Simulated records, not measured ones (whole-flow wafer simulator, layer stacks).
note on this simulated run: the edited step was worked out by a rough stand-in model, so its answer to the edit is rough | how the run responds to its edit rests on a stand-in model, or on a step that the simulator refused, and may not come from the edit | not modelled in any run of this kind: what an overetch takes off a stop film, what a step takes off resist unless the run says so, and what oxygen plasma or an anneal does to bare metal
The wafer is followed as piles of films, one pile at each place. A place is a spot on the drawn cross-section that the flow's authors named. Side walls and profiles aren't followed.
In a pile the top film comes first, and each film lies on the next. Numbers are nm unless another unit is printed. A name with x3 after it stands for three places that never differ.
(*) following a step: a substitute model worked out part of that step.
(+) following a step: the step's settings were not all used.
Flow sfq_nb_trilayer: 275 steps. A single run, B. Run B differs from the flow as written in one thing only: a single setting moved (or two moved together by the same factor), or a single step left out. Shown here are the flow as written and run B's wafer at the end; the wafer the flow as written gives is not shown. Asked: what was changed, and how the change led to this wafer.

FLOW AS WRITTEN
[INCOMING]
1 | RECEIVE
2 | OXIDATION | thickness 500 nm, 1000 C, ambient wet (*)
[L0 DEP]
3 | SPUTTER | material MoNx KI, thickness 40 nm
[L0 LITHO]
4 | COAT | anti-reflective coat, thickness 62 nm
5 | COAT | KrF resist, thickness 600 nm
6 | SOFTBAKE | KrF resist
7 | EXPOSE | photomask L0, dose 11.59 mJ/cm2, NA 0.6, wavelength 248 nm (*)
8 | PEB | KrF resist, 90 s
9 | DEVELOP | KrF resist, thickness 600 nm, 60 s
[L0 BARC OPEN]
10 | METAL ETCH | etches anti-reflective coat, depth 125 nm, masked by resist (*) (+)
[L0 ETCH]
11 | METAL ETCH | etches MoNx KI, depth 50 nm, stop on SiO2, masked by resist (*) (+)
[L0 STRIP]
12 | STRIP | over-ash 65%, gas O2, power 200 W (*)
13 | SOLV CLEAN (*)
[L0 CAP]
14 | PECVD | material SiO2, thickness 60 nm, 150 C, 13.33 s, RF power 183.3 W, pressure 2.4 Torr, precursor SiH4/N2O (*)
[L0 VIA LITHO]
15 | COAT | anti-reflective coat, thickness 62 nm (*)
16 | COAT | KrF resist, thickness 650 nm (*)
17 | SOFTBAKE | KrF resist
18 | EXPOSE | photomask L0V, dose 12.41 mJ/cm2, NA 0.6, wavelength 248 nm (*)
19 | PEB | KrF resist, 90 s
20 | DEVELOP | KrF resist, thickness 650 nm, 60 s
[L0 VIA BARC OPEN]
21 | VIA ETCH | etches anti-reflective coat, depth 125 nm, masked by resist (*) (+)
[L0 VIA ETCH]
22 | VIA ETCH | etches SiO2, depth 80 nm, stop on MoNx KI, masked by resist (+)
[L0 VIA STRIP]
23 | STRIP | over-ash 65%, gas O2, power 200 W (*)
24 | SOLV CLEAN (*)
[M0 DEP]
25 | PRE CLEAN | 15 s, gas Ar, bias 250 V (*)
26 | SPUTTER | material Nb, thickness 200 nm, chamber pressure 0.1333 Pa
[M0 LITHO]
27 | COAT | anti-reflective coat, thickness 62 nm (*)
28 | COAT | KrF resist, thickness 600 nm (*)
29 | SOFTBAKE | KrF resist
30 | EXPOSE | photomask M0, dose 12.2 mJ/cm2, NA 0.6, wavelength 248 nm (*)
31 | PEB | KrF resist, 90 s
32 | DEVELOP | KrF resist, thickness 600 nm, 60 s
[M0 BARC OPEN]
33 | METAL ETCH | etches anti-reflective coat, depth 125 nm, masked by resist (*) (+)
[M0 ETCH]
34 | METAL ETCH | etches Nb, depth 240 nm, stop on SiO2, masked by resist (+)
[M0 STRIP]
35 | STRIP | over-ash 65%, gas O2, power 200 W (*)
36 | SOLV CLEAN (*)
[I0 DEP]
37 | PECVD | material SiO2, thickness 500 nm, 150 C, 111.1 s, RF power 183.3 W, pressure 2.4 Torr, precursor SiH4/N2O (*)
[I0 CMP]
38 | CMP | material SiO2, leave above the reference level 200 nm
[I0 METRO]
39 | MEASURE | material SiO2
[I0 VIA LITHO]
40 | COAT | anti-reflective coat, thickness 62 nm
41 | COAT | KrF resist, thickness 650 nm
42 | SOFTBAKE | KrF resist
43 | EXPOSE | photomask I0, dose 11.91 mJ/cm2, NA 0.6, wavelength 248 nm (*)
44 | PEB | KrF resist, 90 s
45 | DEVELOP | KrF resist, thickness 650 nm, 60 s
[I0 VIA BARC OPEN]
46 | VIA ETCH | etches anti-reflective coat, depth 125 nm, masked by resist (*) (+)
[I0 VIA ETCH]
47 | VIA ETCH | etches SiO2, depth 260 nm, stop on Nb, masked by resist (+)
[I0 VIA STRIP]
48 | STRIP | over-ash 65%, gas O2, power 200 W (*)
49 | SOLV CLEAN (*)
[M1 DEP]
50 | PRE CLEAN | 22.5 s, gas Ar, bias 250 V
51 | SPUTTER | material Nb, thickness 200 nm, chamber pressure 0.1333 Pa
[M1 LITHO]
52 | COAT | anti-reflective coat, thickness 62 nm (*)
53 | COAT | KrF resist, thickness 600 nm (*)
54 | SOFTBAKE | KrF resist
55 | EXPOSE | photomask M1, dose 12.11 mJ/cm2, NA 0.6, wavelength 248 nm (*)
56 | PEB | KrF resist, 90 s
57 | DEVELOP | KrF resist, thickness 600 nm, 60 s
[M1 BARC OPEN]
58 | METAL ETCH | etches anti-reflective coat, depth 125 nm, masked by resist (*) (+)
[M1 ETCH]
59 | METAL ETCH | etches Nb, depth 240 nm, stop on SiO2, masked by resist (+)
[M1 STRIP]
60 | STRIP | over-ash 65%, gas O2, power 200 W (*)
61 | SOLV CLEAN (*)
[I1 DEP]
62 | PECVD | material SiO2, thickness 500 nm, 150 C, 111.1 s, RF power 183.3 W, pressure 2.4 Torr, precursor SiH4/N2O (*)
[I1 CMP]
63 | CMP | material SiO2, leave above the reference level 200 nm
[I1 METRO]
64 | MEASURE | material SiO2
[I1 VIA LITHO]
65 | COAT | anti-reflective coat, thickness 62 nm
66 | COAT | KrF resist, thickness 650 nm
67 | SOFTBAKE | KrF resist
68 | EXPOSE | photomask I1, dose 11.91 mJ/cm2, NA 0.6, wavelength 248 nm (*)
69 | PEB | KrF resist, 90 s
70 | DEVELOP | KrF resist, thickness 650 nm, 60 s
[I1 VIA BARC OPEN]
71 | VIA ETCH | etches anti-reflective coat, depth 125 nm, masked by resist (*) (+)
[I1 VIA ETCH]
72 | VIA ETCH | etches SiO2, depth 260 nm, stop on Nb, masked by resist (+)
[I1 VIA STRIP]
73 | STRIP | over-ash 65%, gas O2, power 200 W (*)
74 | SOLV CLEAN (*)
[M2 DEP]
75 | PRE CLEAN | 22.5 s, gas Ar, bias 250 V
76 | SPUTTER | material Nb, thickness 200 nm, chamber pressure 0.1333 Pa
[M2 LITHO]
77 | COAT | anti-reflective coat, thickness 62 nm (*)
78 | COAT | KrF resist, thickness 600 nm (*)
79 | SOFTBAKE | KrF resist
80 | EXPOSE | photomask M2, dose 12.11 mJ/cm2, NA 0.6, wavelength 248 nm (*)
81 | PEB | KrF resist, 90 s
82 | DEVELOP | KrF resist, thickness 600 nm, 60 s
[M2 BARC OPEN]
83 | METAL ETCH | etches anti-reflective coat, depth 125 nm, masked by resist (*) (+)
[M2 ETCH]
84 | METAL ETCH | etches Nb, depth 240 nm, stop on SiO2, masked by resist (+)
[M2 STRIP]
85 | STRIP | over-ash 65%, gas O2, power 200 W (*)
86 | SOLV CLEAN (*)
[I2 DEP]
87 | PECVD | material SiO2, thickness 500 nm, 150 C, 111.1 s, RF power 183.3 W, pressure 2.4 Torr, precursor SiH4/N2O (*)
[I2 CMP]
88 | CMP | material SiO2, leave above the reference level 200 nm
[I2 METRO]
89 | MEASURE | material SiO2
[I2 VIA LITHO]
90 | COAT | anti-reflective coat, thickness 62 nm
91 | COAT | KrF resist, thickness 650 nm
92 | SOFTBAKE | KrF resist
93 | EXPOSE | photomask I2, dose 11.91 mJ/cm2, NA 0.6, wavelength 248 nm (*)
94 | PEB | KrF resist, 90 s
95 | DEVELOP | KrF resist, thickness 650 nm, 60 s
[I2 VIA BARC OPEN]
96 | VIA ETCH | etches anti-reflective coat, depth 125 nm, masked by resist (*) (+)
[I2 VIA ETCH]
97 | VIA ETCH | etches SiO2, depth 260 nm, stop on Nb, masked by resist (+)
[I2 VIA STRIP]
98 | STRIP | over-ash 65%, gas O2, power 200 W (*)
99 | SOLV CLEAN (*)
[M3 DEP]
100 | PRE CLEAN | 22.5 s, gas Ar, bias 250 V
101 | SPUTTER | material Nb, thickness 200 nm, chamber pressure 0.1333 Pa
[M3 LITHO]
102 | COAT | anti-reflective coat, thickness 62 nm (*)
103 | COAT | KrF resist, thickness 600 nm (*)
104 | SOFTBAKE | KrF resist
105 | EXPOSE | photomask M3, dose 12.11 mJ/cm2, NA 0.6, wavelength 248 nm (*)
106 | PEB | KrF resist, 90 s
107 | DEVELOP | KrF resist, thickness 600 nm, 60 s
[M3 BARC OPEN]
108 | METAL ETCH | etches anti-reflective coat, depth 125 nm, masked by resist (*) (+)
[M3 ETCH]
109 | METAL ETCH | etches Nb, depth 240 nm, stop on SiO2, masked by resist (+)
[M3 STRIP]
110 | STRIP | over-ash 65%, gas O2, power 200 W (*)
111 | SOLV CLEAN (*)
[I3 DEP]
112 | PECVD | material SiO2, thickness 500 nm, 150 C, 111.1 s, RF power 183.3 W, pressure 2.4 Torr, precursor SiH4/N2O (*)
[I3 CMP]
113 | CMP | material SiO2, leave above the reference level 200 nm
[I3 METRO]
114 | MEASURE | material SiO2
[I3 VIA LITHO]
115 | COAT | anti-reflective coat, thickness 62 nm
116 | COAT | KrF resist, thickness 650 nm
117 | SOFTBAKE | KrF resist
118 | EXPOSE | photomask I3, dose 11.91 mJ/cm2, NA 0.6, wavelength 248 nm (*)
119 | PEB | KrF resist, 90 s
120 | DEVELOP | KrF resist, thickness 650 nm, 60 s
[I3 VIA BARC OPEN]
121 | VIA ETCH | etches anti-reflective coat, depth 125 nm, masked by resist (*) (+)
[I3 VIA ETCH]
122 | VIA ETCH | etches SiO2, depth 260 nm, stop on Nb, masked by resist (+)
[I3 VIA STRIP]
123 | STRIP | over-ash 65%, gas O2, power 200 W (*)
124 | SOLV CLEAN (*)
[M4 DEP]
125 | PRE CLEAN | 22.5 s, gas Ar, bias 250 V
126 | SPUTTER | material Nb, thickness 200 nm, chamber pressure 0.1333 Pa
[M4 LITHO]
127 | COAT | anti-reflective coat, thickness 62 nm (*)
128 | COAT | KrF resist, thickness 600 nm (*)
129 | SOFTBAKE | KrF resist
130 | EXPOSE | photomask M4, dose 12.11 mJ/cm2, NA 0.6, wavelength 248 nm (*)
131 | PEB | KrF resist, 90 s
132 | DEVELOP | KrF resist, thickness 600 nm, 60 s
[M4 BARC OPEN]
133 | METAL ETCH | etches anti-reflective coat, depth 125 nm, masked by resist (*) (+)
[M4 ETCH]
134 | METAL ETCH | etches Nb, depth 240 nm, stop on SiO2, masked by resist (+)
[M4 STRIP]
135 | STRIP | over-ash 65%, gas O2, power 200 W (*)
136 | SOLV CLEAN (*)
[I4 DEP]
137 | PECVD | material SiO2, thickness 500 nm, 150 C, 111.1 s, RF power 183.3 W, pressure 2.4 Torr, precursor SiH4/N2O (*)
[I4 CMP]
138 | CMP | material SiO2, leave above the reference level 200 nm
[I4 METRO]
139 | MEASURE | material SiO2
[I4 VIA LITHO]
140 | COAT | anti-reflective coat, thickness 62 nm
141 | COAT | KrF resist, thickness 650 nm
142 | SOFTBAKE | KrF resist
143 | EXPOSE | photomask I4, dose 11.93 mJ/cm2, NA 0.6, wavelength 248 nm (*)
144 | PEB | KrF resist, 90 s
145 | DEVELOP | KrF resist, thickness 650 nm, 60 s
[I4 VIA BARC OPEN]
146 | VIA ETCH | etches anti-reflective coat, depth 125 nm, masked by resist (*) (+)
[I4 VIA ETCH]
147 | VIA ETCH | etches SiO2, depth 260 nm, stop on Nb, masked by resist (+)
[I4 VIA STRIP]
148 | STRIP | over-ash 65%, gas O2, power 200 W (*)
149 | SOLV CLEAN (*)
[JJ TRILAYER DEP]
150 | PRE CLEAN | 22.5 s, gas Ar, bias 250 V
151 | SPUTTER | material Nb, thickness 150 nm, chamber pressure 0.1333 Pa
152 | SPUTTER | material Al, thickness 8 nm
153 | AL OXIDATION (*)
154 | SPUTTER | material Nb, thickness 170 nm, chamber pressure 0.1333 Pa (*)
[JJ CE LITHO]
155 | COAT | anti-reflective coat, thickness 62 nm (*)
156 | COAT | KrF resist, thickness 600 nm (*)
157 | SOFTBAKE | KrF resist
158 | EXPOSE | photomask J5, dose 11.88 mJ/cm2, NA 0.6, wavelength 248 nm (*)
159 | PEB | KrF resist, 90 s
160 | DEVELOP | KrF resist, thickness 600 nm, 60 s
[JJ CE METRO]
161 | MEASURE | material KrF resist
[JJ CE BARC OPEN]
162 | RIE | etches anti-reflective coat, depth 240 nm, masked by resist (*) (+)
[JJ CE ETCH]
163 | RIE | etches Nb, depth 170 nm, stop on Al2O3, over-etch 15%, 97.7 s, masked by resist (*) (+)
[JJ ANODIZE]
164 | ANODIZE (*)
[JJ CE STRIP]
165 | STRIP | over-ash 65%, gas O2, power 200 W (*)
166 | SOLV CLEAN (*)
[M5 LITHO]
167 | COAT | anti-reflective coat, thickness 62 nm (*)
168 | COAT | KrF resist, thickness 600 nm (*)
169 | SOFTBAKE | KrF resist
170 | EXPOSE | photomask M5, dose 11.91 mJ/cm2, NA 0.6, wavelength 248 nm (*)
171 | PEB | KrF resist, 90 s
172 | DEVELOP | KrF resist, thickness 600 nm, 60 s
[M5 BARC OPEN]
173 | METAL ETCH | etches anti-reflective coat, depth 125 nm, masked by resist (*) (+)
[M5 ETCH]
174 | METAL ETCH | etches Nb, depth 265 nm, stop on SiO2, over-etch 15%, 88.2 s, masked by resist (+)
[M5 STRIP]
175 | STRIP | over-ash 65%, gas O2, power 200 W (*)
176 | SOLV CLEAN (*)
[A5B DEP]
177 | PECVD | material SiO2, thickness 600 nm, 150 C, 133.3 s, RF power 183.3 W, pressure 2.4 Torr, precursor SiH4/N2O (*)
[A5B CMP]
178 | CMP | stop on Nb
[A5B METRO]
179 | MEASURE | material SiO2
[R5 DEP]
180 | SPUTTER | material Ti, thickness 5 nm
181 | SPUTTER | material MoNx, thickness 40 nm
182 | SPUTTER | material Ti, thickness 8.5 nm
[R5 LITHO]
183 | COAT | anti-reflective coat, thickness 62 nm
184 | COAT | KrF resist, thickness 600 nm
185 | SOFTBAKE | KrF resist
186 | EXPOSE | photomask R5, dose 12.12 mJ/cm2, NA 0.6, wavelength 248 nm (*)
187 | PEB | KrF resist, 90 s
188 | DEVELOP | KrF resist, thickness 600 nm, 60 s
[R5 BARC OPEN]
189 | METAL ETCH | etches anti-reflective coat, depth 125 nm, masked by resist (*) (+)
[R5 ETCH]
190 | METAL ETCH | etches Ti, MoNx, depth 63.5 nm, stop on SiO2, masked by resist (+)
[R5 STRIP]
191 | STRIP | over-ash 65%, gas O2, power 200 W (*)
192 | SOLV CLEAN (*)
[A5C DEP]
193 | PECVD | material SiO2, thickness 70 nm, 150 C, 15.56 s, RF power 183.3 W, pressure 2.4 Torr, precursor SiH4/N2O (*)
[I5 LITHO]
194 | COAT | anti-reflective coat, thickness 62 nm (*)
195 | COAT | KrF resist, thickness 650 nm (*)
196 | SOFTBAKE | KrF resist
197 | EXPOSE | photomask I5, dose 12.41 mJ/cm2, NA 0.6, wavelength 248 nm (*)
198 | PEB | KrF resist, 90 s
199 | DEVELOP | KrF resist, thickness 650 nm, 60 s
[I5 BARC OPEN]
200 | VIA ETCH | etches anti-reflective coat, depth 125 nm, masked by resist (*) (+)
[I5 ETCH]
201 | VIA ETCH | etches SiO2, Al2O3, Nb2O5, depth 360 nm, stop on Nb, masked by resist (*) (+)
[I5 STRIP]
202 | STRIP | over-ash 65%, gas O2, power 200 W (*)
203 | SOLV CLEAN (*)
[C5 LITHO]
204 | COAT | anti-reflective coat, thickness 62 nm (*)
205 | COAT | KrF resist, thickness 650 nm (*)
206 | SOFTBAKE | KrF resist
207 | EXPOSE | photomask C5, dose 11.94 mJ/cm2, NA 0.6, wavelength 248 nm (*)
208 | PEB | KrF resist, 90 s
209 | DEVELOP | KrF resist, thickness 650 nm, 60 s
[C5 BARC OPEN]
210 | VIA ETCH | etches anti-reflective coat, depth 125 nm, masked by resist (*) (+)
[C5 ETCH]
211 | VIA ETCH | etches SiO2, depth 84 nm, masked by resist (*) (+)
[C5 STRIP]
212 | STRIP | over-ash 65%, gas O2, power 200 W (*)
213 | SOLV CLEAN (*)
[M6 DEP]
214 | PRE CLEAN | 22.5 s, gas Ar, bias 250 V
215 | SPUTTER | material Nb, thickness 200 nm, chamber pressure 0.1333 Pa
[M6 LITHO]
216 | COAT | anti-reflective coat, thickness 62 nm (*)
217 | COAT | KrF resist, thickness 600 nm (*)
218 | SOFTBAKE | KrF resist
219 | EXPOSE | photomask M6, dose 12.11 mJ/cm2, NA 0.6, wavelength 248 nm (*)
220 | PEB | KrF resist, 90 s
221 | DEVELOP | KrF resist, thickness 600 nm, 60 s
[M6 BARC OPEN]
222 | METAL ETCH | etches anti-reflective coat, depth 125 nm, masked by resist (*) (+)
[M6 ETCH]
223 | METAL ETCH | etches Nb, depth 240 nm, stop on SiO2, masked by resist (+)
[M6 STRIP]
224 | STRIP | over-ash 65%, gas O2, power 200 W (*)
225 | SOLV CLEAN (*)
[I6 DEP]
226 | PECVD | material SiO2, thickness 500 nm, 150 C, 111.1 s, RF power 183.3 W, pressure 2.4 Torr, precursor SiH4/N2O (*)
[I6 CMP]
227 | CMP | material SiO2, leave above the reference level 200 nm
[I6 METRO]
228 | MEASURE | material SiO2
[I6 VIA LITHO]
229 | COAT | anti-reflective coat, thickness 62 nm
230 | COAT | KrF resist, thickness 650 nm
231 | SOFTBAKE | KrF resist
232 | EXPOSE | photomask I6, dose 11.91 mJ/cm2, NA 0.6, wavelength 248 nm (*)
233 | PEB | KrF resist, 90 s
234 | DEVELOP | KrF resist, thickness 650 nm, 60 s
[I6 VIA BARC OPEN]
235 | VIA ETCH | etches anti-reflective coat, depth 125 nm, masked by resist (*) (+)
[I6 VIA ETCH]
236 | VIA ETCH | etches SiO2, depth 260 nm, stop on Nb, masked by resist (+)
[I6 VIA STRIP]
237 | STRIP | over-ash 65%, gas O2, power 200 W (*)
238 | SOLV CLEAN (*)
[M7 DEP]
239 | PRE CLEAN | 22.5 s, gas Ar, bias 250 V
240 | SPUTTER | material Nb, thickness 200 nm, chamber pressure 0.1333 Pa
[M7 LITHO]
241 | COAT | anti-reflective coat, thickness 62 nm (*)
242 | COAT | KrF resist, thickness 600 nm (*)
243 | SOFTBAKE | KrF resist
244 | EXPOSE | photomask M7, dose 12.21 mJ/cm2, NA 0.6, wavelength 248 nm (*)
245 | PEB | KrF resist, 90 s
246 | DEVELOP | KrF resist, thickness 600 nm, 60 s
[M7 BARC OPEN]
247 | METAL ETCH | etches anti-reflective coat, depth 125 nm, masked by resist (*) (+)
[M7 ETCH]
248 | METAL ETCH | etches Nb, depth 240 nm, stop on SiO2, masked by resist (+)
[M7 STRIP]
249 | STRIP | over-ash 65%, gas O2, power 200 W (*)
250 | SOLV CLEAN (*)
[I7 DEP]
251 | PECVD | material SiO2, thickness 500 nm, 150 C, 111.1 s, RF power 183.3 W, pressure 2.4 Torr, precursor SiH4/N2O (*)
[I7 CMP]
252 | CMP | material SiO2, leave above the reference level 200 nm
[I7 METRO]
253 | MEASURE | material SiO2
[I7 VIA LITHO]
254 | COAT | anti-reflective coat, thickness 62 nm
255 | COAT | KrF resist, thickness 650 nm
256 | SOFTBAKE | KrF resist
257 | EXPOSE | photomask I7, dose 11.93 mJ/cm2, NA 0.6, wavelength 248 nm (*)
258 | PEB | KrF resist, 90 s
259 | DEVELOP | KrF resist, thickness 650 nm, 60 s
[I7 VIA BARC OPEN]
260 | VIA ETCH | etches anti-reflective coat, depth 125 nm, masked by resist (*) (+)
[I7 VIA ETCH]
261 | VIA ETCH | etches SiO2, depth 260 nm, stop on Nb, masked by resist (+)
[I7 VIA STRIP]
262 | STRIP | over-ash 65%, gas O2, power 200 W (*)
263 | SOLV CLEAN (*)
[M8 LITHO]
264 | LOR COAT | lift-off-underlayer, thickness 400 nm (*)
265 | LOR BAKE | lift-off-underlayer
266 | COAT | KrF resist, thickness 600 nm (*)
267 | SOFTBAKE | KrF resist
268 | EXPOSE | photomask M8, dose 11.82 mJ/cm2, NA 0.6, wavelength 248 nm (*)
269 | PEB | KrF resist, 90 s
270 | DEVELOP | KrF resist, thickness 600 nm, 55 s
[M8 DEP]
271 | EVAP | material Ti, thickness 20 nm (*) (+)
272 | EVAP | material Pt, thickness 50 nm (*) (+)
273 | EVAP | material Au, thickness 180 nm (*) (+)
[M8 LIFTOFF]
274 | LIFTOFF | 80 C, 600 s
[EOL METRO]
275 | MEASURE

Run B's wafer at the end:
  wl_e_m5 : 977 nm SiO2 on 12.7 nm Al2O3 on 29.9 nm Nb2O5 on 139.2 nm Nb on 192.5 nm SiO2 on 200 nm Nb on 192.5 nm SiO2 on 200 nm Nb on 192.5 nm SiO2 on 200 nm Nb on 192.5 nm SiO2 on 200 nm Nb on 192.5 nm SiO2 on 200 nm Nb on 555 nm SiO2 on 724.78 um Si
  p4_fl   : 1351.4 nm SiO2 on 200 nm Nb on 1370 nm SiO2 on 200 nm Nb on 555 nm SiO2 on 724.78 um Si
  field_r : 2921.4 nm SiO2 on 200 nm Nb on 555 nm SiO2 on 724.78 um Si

What caused this: step 193, PECVD: thickness 45.5 nm was run, whereas the flow has thickness 70 nm; step 193, PECVD: 10.11 s was run, where the flow has 15.56 s.

Step by step, how the change led to this:
  193 | PECVD | material SiO2, thickness 70 nm, 150 C, 15.56 s, RF power 183.3 W, pressure 2.4 Torr, precursor SiH4/N2O (*)
      field_l, v_sur, via_wl and 92 more: +45.5 SiO2 (in the flow as written it would be: +70 SiO2)
      ce_l, c5j, ce_r and 8 more: +45.5 SiO2 (new film) (in the flow as written it would be: +70 SiO2 (new film))
  201 | VIA ETCH | etches SiO2, Al2O3, Nb2O5, depth 360 nm, stop on Nb, masked by resist (*) (+)
      be: -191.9 SiO2 (all of it), -12.7 Al2O3 (all of it), -29.9 Nb2O5 (all of it) (in the flow as written it would be: -216.4 SiO2 (all of it), -12.7 Al2O3 (all of it), -29.9 Nb2O5 (all of it))
  204 | COAT | anti-reflective coat, thickness 62 nm (*)
      be: +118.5 anti-reflective coat (new film) (in the flow as written it would be: +122.2 anti-reflective coat (new film))
  205 | COAT | KrF resist, thickness 650 nm (*)
      be: +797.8 KrF resist (new film) (in the flow as written it would be: +815.3 KrF resist (new film))
  211 | VIA ETCH | etches SiO2, depth 84 nm, masked by resist (*) (+)
      field_l, v_sur, via_wl and 101 more: -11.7 KrF resist (in the flow as written it would be: -14.5 KrF resist)
      c5j: -45.4 SiO2 (all of it), -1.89 Nb (in the flow as written it would be: -69.9 SiO2 (all of it), -1.18 Nb)
      (also at 1 further place)
  212 | STRIP | over-ash 65%, gas O2, power 200 W (*)
      be: -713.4 KrF resist (all of it), -118.5 anti-reflective coat (all of it) (in the flow as written it would be: -728.2 KrF resist (all of it), -122.2 anti-reflective coat (all of it))
  215 | SPUTTER | material Nb, thickness 200 nm, chamber pressure 0.1333 Pa
      be: +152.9 Nb (in the flow as written it would be: +147.3 Nb)
      c5j: +195.1 Nb (in the flow as written it would be: +188.4 Nb)
      (also at 1 further place)
  216 | COAT | anti-reflective coat, thickness 62 nm (*)
      be: +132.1 anti-reflective coat (new film) (in the flow as written it would be: +136.7 anti-reflective coat (new film))
      be_sur: +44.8 anti-reflective coat (new film) (in the flow as written it would be: +43.8 anti-reflective coat (new film))
      (also at 6 further places)
  217 | COAT | KrF resist, thickness 600 nm (*)
      be: +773 KrF resist (new film) (in the flow as written it would be: +793.9 KrF resist (new film))
      res: +592.8 KrF resist (new film) (in the flow as written it would be: +605.2 KrF resist (new film))
  224 | STRIP | over-ash 65%, gas O2, power 200 W (*)
      be: -555 KrF resist (all of it), -132.1 anti-reflective coat (all of it) (in the flow as written it would be: -575.8 KrF resist (all of it), -136.7 anti-reflective coat (all of it))
      be_sur: -373.6 KrF resist (all of it), -44.8 anti-reflective coat (all of it) (in the flow as written it would be: -371.2 KrF resist (all of it), -43.8 anti-reflective coat (all of it))
      (also at 6 further places)
  226 | PECVD | material SiO2, thickness 500 nm, 150 C, 111.1 s, RF power 183.3 W, pressure 2.4 Torr, precursor SiH4/N2O (*)
      be: +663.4 SiO2 (new film) (in the flow as written it would be: +693.5 SiO2 (new film))
      c5j: +500 SiO2 (new film) (in the flow as written it would be: +514.7 SiO2 (new film))
  227 | CMP | material SiO2, leave above the reference level 200 nm
      c5j: -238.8 SiO2 (in the flow as written it would be: -223 SiO2)
      res: -308.6 SiO2 (in the flow as written it would be: -279.4 SiO2)
